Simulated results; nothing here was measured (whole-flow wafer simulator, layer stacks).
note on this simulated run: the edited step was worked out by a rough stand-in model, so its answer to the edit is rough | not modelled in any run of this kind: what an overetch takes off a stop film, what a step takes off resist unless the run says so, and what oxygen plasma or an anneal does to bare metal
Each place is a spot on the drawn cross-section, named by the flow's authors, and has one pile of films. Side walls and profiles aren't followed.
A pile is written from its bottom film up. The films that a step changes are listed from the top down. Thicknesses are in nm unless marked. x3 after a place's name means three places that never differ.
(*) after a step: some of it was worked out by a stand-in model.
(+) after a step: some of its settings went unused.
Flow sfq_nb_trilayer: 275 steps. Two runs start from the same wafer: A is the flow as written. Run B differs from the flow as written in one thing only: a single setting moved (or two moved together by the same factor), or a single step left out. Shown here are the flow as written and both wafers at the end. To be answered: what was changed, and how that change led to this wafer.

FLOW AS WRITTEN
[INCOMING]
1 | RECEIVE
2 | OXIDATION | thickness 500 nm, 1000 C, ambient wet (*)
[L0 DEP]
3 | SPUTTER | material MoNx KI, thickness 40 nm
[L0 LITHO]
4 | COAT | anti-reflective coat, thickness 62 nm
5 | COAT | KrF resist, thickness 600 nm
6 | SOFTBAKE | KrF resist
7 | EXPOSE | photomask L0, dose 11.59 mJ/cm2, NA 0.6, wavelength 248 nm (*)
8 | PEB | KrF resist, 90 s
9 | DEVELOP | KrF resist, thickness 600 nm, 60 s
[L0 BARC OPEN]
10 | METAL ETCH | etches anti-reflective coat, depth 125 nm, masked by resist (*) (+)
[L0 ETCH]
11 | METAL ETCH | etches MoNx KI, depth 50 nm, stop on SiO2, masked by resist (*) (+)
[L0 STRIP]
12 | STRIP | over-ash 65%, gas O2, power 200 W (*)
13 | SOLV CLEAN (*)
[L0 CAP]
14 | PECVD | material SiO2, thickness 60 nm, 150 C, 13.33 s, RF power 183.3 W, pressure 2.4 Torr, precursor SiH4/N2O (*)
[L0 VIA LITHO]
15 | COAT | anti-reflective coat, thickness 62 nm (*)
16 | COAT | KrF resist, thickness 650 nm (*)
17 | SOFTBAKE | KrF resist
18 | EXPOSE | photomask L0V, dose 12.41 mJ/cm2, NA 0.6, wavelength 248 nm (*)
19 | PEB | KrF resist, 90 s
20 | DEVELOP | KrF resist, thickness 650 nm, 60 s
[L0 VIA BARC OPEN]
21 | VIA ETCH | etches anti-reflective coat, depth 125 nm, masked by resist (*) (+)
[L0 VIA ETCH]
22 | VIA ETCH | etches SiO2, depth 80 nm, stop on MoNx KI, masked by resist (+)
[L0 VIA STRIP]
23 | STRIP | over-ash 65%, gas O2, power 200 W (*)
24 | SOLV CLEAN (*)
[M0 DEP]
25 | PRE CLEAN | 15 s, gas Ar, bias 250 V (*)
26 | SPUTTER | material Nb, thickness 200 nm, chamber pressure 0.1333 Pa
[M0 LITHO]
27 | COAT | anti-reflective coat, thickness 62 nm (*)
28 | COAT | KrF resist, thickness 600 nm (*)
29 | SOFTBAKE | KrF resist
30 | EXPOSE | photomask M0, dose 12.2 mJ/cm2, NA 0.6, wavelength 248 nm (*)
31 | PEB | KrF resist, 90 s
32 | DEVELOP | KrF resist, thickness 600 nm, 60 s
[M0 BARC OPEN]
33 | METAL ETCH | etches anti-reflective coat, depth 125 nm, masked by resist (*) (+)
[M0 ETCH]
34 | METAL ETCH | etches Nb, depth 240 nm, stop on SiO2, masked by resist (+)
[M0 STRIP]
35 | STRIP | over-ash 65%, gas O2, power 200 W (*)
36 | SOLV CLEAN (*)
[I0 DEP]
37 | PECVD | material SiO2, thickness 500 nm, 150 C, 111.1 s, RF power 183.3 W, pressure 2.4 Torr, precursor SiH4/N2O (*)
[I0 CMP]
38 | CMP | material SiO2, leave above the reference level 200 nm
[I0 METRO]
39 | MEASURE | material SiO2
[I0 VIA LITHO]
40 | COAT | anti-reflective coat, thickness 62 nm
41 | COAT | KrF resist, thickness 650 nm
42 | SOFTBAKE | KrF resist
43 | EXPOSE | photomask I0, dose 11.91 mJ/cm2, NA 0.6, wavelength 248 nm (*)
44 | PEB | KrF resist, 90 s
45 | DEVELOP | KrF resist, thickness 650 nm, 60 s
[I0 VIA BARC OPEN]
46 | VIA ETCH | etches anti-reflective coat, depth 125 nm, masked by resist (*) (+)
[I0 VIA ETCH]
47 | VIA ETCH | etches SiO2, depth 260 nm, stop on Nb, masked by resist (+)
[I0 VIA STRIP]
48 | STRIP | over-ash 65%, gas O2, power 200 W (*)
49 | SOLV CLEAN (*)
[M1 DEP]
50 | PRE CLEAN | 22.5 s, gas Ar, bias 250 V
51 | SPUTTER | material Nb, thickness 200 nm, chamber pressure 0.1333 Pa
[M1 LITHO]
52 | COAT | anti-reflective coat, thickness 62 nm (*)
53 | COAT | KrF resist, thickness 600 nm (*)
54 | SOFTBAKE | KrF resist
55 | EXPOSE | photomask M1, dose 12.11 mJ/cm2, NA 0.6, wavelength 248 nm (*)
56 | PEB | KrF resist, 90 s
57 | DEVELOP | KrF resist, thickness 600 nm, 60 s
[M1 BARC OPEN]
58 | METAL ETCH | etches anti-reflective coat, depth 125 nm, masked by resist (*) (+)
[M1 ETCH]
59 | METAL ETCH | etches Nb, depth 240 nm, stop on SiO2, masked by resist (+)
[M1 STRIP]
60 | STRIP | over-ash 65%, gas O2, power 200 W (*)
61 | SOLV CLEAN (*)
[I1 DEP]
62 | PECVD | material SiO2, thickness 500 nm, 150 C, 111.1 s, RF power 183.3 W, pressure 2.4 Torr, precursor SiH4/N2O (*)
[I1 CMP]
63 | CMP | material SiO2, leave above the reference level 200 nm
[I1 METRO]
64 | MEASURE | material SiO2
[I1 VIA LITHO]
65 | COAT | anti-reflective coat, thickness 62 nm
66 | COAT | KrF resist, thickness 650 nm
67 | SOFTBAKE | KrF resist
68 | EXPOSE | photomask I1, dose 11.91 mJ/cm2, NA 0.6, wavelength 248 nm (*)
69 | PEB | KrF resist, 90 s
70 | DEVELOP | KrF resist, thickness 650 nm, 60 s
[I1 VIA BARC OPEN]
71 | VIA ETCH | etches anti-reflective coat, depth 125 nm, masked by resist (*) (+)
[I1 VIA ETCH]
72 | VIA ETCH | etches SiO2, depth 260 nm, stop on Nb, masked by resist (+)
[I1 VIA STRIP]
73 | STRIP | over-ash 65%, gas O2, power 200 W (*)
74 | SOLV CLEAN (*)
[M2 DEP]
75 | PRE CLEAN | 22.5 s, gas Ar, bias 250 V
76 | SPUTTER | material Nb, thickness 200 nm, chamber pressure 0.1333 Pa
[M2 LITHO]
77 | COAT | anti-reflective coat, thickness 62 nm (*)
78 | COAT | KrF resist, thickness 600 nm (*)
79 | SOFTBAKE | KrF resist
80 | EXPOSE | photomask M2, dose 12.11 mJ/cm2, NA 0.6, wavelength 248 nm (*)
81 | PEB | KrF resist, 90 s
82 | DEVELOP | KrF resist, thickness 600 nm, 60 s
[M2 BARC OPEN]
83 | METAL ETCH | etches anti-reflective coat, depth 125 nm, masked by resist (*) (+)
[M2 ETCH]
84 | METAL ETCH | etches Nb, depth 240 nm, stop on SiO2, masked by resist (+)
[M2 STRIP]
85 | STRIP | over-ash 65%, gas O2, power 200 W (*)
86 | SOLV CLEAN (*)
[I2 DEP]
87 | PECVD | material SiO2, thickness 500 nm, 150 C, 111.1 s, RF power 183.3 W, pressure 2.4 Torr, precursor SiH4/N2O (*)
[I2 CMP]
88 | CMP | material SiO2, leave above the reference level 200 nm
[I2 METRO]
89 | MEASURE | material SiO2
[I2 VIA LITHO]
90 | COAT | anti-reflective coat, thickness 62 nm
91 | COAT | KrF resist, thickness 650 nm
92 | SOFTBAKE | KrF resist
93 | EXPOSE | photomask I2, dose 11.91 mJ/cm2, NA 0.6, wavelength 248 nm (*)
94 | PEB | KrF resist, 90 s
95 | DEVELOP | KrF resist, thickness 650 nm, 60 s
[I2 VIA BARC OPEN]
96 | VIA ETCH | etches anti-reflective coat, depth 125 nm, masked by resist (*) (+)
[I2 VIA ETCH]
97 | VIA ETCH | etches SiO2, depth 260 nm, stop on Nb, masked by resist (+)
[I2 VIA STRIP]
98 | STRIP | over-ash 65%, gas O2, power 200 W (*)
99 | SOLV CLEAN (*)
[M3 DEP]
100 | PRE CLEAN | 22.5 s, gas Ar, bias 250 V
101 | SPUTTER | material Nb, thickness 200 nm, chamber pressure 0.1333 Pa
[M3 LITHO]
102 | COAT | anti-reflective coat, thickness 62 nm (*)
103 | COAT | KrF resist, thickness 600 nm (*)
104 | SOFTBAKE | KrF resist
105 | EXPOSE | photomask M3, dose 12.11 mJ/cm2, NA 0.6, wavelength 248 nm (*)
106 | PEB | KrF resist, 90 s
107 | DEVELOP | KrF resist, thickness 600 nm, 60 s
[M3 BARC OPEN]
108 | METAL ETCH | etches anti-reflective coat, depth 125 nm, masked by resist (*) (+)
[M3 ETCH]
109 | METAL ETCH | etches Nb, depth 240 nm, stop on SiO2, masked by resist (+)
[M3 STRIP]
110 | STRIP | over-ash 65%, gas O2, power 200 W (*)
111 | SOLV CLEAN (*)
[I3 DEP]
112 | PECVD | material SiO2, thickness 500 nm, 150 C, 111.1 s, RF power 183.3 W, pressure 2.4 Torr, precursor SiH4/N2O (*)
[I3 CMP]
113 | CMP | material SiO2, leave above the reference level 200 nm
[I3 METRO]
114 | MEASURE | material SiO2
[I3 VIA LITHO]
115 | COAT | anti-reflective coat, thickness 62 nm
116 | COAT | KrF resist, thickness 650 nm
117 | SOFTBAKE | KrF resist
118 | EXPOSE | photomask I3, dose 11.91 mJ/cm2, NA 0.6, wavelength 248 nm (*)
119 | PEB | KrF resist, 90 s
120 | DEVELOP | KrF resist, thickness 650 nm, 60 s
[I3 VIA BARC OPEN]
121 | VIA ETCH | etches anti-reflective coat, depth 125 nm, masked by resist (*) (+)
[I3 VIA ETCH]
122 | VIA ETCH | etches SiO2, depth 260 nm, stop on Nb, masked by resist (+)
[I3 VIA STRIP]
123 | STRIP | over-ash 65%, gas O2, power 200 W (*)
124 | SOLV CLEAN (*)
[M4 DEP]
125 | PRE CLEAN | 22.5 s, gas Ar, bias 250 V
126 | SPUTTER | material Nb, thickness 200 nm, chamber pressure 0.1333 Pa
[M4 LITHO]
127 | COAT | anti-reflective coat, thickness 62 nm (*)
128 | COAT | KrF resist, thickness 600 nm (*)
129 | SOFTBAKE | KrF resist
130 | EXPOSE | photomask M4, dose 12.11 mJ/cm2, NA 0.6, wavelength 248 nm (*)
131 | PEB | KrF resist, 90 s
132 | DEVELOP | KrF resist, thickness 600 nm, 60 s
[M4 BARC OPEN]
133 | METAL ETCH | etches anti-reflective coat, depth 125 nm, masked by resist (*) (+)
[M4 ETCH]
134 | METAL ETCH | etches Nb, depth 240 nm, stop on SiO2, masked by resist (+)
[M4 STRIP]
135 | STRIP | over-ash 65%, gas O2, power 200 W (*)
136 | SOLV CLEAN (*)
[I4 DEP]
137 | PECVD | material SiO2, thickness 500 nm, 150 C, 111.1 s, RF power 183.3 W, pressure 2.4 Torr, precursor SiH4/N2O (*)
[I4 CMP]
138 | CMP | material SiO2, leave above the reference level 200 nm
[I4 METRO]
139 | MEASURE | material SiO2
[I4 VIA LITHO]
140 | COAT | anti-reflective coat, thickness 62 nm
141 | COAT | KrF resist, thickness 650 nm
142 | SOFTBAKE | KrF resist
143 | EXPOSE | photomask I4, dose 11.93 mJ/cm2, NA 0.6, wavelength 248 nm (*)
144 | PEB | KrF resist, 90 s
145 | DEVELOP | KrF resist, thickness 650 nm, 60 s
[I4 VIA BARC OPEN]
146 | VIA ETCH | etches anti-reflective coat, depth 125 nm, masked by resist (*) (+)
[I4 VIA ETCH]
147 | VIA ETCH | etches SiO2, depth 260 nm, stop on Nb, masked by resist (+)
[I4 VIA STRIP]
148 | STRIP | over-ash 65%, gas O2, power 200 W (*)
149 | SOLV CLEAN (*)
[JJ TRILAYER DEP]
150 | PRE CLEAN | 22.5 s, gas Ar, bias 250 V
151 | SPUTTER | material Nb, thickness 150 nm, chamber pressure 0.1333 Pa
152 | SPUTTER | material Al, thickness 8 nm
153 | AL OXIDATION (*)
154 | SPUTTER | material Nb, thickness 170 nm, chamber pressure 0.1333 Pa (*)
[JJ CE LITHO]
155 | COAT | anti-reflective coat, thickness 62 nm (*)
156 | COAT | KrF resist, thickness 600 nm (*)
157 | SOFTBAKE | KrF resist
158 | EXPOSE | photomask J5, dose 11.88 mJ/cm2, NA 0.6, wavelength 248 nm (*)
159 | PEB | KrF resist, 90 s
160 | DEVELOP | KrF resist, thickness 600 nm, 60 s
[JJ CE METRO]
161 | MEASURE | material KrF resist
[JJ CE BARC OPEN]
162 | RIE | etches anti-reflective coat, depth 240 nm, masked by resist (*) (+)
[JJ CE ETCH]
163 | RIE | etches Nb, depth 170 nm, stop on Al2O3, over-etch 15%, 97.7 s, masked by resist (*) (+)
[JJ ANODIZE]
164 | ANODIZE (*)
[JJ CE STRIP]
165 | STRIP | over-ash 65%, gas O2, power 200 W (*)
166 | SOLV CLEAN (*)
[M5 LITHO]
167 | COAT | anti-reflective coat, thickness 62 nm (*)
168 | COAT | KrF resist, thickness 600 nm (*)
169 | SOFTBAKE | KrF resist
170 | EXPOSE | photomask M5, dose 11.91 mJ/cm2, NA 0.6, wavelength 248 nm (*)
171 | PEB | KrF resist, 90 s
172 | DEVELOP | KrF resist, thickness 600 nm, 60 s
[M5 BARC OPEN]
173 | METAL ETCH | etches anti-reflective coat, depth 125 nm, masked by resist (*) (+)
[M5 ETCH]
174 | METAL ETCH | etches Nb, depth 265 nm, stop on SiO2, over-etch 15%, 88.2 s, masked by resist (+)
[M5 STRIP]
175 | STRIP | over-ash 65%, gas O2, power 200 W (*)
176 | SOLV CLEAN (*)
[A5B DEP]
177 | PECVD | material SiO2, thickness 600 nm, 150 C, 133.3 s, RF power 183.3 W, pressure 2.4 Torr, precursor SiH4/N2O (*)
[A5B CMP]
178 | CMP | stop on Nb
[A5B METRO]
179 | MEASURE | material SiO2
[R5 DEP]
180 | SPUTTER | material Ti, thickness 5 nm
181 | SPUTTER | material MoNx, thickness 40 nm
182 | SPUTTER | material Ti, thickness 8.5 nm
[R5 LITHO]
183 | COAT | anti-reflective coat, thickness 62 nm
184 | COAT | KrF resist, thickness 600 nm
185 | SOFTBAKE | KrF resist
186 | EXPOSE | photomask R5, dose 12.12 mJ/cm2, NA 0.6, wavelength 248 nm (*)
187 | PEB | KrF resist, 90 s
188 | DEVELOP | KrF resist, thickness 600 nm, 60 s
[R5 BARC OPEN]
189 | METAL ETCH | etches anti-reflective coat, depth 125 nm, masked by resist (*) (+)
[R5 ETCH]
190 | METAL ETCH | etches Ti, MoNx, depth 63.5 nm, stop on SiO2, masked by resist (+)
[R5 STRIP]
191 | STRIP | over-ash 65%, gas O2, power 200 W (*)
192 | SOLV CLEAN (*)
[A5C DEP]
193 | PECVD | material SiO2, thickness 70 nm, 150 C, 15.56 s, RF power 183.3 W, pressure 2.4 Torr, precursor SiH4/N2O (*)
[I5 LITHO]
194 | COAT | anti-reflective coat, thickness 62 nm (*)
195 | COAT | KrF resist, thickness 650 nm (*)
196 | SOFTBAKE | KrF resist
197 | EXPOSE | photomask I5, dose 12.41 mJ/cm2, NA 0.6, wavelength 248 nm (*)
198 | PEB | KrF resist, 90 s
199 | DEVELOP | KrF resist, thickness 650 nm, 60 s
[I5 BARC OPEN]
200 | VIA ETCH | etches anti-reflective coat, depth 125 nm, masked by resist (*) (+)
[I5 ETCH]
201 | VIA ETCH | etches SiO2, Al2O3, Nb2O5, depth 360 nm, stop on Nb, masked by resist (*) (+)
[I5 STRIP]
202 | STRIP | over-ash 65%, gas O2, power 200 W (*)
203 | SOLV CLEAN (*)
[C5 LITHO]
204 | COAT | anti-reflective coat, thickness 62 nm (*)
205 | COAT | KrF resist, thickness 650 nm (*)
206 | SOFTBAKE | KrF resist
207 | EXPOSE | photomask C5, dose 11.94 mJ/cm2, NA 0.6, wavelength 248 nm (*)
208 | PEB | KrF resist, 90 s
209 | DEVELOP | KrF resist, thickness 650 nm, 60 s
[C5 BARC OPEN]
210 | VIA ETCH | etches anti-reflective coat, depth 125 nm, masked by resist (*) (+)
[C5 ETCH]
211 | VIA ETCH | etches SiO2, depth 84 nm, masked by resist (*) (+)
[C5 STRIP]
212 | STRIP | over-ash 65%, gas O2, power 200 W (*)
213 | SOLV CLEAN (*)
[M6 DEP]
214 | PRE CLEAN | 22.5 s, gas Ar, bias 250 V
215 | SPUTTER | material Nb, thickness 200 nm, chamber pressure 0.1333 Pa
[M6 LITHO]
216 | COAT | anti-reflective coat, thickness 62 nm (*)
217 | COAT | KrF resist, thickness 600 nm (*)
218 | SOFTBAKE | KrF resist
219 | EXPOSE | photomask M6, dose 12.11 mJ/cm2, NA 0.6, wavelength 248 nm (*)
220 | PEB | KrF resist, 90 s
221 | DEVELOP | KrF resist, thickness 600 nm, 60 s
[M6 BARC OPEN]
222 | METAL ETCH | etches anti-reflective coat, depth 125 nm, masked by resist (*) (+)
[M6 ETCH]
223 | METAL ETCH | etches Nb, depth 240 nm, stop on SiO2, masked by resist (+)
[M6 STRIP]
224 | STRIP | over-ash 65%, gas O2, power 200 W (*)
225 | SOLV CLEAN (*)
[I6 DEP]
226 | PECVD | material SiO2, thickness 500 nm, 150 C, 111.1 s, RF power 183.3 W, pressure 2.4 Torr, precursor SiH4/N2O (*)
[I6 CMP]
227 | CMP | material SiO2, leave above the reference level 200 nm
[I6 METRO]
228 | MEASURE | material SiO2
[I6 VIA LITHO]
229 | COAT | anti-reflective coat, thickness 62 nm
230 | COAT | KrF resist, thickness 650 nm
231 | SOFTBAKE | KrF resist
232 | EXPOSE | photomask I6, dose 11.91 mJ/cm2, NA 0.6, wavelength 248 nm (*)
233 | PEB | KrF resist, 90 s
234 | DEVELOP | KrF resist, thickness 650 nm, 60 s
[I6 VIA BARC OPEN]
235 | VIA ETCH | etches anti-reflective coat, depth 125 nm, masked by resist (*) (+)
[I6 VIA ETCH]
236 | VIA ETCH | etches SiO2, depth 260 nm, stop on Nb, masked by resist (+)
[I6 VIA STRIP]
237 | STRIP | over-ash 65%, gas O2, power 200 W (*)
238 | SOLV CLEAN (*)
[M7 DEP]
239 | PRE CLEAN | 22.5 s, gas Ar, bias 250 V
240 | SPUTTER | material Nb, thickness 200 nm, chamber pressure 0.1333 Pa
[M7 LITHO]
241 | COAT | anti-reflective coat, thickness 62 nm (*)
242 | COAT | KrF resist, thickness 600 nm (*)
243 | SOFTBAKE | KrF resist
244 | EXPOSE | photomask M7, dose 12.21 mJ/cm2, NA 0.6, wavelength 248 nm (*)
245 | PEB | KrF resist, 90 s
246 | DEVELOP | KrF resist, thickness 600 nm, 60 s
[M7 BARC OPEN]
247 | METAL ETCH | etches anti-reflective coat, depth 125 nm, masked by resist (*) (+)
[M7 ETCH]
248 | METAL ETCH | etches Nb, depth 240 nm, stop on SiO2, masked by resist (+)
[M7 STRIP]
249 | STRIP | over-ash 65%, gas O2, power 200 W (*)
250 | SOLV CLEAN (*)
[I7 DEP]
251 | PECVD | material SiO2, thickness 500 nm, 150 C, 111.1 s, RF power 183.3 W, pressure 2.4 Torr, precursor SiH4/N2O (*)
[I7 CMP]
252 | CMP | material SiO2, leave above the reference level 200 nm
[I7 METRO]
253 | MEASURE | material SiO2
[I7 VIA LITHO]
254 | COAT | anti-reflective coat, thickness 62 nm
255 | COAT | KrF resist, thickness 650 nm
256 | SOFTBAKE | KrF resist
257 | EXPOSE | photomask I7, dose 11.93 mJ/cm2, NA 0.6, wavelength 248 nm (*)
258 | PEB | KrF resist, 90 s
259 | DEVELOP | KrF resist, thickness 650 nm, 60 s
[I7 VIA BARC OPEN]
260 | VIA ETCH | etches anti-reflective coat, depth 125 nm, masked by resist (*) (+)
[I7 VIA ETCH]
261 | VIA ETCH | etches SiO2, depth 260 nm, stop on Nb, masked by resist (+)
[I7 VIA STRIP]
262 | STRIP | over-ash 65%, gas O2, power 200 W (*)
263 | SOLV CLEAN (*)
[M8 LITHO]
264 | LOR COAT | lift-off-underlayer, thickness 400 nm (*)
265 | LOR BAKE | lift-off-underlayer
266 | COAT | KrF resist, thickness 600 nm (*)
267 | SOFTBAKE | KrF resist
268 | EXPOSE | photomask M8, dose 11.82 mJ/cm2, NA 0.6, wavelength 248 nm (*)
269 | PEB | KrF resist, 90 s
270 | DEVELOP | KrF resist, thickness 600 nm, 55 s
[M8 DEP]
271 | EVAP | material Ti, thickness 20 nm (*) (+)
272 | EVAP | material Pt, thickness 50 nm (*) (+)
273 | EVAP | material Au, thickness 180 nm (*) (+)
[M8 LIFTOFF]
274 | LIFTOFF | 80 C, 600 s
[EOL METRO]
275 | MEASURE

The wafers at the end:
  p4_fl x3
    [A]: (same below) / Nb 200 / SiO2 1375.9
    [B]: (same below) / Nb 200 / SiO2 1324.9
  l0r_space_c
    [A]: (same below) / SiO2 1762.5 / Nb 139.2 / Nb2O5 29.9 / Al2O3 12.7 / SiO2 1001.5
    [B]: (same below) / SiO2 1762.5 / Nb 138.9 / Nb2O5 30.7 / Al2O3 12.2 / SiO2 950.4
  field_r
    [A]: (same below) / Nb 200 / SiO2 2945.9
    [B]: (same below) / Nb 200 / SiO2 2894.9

Cause: step 154, SPUTTER: thickness 119 nm was run, though the flow has thickness 170 nm.

The path from the change to this, step by step:
  154 | SPUTTER | material Nb, thickness 170 nm, chamber pressure 0.1333 Pa (*)
      field_l, v_sur, via_sp and 100 more: A Nb gains 170 (new film) | B Nb gains 119 (new film)
      via_wl, via_wr: A Nb gains 140.7 (new film) | B Nb gains 98.3 (new film)
      (also at 1 further place)
  155 | COAT | anti-reflective coat, thickness 62 nm (*)
      via_wl, via_wr: A anti-reflective coat gains 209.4 (new film) | B anti-reflective coat gains 196.6 (new film)
      via_w: A anti-reflective coat gains 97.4 (new film) | B anti-reflective coat gains 93.4 (new film)
  162 | RIE | etches anti-reflective coat, depth 240 nm, masked by resist (*) (+)
      ce_l, c5j, ce_r, wl_jj: A KrF resist loses 209.4 | B KrF resist loses 196.6
      via_wl, via_wr: A anti-reflective coat loses 209.4 (all of it) | B anti-reflective coat loses 196.6 (all of it)
      (also at 1 further place)
  163 | RIE | etches Nb, depth 170 nm, stop on Al2O3, over-etch 15%, 97.7 s, masked by resist (*) (+)
      field_l, v_sur, via_sp and 96 more: A Nb loses 170 (all of it), Al2O3 loses 0.51 | B Nb loses 119 (all of it), Al2O3 loses 0.96 (all of it)
      via_wl, via_wr: A Nb loses 140.7 (all of it), Al2O3 loses 0.96 (all of it) | B Nb loses 98.3 (all of it), Al2O3 loses 0.96 (all of it)
      (also at 1 further place)
  164 | ANODIZE (*)
      field_l, v_sur, via_sp and 96 more: A Al2O3 gains 12.2, Nb2O5 gains 29.9 (new film), Al loses 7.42 (all of it), Nb loses 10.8 | B Al2O3 gains 12.2 (new film), Nb2O5 gains 30.7 (new film), Al loses 7.42 (all of it), Nb loses 11.1
  165 | STRIP | over-ash 65%, gas O2, power 200 W (*)
      ce_l: A KrF resist loses 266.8 (all of it), anti-reflective coat loses 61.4 (all of it) | B KrF resist loses 279.6 (all of it), anti-reflective coat loses 61.4 (all of it)
      c5j: A KrF resist loses 266.9 (all of it), anti-reflective coat loses 61.5 (all of it) | B KrF resist loses 279.6 (all of it), anti-reflective coat loses 61.5 (all of it)
      (also at 2 further places)
  167 | COAT | anti-reflective coat, thickness 62 nm (*)
      wl_j_sl, wl_j_sr: A anti-reflective coat gains 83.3 (new film) | B anti-reflective coat gains 76.7 (new film)
      gap: A anti-reflective coat gains 58.9 (new film) | B anti-reflective coat gains 60.4 (new film)
      (also at 8 further places)
  168 | COAT | KrF resist, thickness 600 nm (*)
      ce_l: A KrF resist gains 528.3 (new film) | B KrF resist gains 558.7 (new film)
      c5j: A KrF resist gains 507.6 (new film) | B KrF resist gains 540.2 (new film)
      (also at 2 further places)
  173 | METAL ETCH | etches anti-reflective coat, depth 125 nm, masked by resist (*) (+)
      wl_a_sl: A anti-reflective coat loses 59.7 (all of it), Al2O3 loses 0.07 | B anti-reflective coat loses 61.2 (all of it)
  174 | METAL ETCH | etches Nb, depth 265 nm, stop on SiO2, over-etch 15%, 88.2 s, masked by resist (+)
      field_l, r_sur, res and 50 more: A Al2O3 loses 12.6 (all of it), Nb2O5 loses 29.9 (all of it), Nb loses 139.2 (all of it), SiO2 loses 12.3 | B Al2O3 loses 12.2 (all of it), Nb2O5 loses 30.7 (all of it), Nb loses 138.9 (all of it), SiO2 loses 12.3
  175 | STRIP | over-ash 65%, gas O2, power 200 W (*)
      wl_j_sl, wl_j_sr: A KrF resist loses 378 (all of it), anti-reflective coat loses 83.3 (all of it) | B KrF resist loses 373.5 (all of it), anti-reflective coat loses 76.7 (all of it)
      gap: A KrF resist loses 383.4 (all of it), anti-reflective coat loses 58.9 (all of it) | B KrF resist loses 377.4 (all of it), anti-reflective coat loses 60.4 (all of it)
      (also at 7 further places)
  178 | CMP | stop on Nb
      v_sur, via_sp, via_v and 43 more: A SiO2 loses 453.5 | B SiO2 loses 504.6
      field_l, p4_fl x3, p4_w1 x9 and 29 more: A SiO2 loses 259.3 | B SiO2 loses 310.3
      (also at 14 further places)
  201 | VIA ETCH | etches SiO2, Al2O3, Nb2O5, depth 360 nm, stop on Nb, masked by resist (*) (+)
      be: A SiO2 loses 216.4 (all of it), Al2O3 loses 12.7 (all of it), Nb2O5 loses 29.9 (all of it) | B SiO2 loses 165.3 (all of it), Al2O3 loses 12.2 (all of it), Nb2O5 loses 30.7 (all of it)
  204 | COAT | anti-reflective coat, thickness 62 nm (*)
      wire: A anti-reflective coat gains 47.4 (new film) | B anti-reflective coat gains 48.9 (new film)
      be: A anti-reflective coat gains 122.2 (new film) | B anti-reflective coat gains 114.6 (new film)
      (also at 1 further place)
  205 | COAT | KrF resist, thickness 650 nm (*)
      be: A KrF resist gains 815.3 (new film) | B KrF resist gains 779.1 (new film)
  212 | STRIP | over-ash 65%, gas O2, power 200 W (*)
      wire: A KrF resist loses 555.8 (all of it), anti-reflective coat loses 47.4 (all of it) | B KrF resist loses 558.6 (all of it), anti-reflective coat loses 48.9 (all of it)
      be: A KrF resist loses 728.2 (all of it), anti-reflective coat loses 122.2 (all of it) | B KrF resist loses 692 (all of it), anti-reflective coat loses 114.6 (all of it)
      (also at 1 further place)
  ... another 4 steps ...
  226 | PECVD | material SiO2, thickness 500 nm, 150 C, 111.1 s, RF power 183.3 W, pressure 2.4 Torr, precursor SiH4/N2O (*)
      be: A SiO2 gains 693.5 (new film) | B SiO2 gains 631 (new film)
